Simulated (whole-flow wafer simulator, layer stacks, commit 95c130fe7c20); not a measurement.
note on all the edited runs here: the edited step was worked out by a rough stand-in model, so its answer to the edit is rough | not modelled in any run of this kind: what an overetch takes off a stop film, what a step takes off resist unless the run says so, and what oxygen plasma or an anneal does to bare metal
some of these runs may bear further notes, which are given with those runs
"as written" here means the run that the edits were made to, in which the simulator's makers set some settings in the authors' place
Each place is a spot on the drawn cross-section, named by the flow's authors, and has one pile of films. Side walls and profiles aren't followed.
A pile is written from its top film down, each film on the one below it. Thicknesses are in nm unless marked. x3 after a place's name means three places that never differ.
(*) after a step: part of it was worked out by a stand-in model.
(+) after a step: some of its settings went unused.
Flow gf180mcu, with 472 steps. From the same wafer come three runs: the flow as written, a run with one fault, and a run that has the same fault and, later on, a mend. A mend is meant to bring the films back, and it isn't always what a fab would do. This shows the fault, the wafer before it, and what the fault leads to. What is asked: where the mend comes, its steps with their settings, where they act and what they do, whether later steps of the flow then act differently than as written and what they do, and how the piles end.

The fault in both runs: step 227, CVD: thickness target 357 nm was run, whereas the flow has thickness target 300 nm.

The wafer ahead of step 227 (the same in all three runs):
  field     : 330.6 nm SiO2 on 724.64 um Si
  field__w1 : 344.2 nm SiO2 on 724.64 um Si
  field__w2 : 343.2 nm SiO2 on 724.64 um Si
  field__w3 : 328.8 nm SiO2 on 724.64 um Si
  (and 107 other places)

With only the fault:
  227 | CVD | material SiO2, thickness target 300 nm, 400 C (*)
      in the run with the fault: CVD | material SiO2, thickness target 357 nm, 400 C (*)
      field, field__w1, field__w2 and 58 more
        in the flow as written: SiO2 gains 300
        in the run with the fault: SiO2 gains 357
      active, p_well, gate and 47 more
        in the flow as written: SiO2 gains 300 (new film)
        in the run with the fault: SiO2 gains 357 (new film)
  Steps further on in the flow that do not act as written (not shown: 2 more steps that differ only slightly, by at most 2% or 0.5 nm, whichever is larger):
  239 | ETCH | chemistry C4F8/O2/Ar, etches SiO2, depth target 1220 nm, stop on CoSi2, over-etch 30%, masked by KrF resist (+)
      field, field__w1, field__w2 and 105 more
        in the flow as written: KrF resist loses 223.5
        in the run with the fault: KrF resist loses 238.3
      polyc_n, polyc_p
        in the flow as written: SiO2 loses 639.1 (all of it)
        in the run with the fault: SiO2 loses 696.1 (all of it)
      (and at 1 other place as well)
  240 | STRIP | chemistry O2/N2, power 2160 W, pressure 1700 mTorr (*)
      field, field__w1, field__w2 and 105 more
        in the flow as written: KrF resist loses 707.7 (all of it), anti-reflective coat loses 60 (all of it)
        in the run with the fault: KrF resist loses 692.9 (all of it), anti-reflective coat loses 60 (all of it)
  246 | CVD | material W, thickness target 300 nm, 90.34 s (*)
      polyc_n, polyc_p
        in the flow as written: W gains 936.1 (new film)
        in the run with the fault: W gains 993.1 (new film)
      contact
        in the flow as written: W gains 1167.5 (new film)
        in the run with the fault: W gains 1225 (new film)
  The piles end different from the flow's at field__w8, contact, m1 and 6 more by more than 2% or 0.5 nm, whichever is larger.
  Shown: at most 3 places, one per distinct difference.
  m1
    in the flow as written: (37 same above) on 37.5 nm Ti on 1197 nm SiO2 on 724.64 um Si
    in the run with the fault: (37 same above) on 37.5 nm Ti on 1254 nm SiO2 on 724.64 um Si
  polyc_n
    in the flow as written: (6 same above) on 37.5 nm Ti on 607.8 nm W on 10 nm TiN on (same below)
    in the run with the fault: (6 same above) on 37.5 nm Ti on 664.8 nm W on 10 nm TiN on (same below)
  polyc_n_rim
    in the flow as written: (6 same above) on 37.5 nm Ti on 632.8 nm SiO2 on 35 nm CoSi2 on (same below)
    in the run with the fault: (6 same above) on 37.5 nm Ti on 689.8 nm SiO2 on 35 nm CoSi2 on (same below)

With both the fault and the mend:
  The mend stands after step 227.
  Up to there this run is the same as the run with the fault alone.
  227a | WET ETCH | chemistry dHF, depth target 57 nm, 25 C, dilution 100:1 (*) (a further turn of the flow's step 17, with different settings)
      field, field__w1, field__w2 and 108 more
        SiO2 loses 57
  Later steps of the flow that are run all act as written at every place that is followed.
  At every place that both follow, the piles at the end match the flow's.
